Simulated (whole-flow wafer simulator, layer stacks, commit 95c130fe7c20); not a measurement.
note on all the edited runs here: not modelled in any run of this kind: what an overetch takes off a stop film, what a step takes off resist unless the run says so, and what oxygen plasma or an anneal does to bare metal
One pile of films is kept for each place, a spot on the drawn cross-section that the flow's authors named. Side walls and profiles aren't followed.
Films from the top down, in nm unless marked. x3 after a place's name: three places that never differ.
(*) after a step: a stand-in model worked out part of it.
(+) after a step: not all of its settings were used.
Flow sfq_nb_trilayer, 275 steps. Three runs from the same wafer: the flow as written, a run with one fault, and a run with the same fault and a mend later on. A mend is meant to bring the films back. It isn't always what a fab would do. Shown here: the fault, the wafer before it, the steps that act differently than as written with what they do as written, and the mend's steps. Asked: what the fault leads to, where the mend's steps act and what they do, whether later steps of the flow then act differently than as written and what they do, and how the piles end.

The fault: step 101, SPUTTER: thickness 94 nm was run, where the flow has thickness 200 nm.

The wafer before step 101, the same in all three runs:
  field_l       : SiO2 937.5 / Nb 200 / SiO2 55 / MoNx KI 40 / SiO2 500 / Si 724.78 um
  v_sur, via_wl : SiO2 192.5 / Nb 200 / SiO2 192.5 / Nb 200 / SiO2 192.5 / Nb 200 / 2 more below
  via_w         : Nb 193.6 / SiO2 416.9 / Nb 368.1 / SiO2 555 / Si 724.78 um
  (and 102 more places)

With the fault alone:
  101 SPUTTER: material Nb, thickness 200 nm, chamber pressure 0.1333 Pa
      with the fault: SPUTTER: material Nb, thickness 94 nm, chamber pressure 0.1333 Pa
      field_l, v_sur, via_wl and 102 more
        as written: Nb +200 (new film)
        with the fault: Nb +94 (new film)
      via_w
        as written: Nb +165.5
        with the fault: Nb +77.5
  Later steps of the flow that act differently than as written (4 more steps differ only slightly, by at most 2% or 0.5 nm, whichever is larger, and aren't shown):
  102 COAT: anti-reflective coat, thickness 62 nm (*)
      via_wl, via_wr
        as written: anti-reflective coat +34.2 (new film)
        with the fault: anti-reflective coat +32.8 (new film)
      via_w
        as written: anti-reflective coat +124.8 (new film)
        with the fault: anti-reflective coat +119.7 (new film)
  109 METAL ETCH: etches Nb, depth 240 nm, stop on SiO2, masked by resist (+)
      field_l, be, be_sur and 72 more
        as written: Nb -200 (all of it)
        with the fault: Nb -94 (all of it)
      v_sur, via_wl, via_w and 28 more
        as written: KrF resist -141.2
        with the fault: KrF resist -82.9
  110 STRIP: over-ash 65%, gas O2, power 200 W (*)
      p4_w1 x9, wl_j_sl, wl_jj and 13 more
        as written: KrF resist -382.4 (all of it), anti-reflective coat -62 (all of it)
        with the fault: KrF resist -440.6 (all of it), anti-reflective coat -62 (all of it)
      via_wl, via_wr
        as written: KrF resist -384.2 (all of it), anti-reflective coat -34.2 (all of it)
        with the fault: KrF resist -446.2 (all of it), anti-reflective coat -32.8 (all of it)
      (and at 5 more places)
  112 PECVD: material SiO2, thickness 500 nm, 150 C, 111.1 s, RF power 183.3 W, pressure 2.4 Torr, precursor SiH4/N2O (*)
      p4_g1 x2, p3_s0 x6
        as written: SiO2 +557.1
        with the fault: SiO2 +500
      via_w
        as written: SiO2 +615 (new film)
        with the fault: SiO2 +585.5 (new film)
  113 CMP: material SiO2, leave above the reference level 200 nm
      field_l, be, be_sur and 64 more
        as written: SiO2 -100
        with the fault: SiO2 -206
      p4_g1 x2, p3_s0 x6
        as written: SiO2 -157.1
        with the fault: SiO2 -206
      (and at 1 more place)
  At the end the piles differ from the flow's by more than 2% or 0.5 nm, whichever is larger, at field_l, v_sur, via_wl and 103 more.
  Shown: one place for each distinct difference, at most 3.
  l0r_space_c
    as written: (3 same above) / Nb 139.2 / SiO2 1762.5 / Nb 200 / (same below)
    with the fault: (3 same above) / Nb 139.2 / SiO2 1656.5 / Nb 200 / (same below)
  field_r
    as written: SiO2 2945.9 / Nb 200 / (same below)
    with the fault: SiO2 2839.9 / Nb 200 / (same below)
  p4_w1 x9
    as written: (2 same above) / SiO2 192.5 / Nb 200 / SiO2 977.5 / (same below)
    with the fault: (2 same above) / SiO2 192.5 / Nb 94 / SiO2 977.5 / (same below)

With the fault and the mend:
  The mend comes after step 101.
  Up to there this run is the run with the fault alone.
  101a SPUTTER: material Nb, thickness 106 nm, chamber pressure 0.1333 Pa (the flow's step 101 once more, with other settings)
      field_l, v_sur, via_wl and 102 more
        Nb +106
      via_w
        Nb +86.9
  No later step of the flow acts differently than as written, at any place that is followed, by more than 2% or 0.5 nm, whichever is larger.
  At the end the piles differ from the flow's only slightly at the places that both follow, by at most 2% or 0.5 nm, whichever is larger.
